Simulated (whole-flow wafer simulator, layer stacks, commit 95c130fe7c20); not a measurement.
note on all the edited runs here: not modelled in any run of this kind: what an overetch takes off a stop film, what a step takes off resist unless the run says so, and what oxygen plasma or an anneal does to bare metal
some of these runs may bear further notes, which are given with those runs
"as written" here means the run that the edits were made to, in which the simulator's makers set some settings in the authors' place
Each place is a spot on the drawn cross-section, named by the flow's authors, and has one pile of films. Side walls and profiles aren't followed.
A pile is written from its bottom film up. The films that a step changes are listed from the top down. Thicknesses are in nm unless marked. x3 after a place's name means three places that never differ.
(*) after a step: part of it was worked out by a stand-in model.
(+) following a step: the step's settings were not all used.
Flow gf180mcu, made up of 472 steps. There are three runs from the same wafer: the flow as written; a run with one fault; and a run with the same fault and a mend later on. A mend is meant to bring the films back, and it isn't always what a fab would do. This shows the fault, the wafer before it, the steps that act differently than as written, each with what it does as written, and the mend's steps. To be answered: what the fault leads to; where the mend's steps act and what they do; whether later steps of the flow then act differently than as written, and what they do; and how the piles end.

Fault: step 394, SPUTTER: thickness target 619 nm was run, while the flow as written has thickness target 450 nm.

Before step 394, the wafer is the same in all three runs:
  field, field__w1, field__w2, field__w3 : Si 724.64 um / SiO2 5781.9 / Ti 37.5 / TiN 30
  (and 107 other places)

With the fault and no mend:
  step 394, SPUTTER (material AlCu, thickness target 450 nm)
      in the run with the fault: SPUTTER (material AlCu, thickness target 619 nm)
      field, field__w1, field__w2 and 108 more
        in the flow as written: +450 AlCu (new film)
        in the run with the fault: +619 AlCu (new film)
  Steps later in the flow that act otherwise than as written (1 other step is not shown; it differs only slightly, by no more than 2% or 0.5 nm, whichever is larger):
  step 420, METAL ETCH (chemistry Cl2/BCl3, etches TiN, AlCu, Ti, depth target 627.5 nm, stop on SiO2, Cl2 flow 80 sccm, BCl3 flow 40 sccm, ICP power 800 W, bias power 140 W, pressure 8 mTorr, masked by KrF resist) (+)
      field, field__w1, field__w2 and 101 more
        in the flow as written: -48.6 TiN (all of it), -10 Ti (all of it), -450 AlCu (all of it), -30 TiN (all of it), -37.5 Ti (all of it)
        in the run with the fault: -48.6 TiN (all of it), -10 Ti (all of it), -568.9 AlCu
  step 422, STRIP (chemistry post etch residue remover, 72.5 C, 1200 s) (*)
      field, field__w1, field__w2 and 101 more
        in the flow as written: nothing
        in the run with the fault: -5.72 AlCu
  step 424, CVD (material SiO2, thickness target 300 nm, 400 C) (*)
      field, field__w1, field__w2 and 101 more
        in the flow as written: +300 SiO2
        in the run with the fault: +300 SiO2 (new film)
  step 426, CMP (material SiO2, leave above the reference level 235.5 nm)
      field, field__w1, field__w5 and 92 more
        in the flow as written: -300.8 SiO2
        in the run with the fault: -243.7 SiO2
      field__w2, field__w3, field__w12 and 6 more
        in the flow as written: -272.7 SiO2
        in the run with the fault: -212.9 SiO2
  At field, field__w1, field__w2 and 109 more, the piles at the end differ from the flow's by more than 2% or 0.5 nm, whichever is larger.
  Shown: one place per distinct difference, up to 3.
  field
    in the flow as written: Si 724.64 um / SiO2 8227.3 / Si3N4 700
    in the run with the fault: Si 724.64 um / SiO2 5781.9 / Ti 37.5 / TiN 30 / AlCu 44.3 / SiO2 2502.5 / Si3N4 700
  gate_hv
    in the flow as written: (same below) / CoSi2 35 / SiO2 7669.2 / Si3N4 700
    in the run with the fault: (same below) / CoSi2 35 / SiO2 5223.8 / Ti 37.5 / TiN 30 / AlCu 44.3 / SiO2 2502.5 / Si3N4 700
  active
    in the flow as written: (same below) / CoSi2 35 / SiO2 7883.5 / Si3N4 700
    in the run with the fault: (same below) / CoSi2 35 / SiO2 5438.1 / Ti 37.5 / TiN 30 / AlCu 44.3 / SiO2 2502.5 / Si3N4 700

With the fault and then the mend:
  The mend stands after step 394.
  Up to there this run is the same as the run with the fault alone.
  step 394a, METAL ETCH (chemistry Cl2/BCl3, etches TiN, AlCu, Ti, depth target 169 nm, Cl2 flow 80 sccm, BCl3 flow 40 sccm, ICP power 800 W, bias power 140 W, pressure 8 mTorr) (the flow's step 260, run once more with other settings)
      field, field__w1, field__w2 and 108 more
        -169 AlCu
  Later steps of the flow that are run all act as written at every place that is followed.
  At every place that both follow, the piles at the end match the flow's.
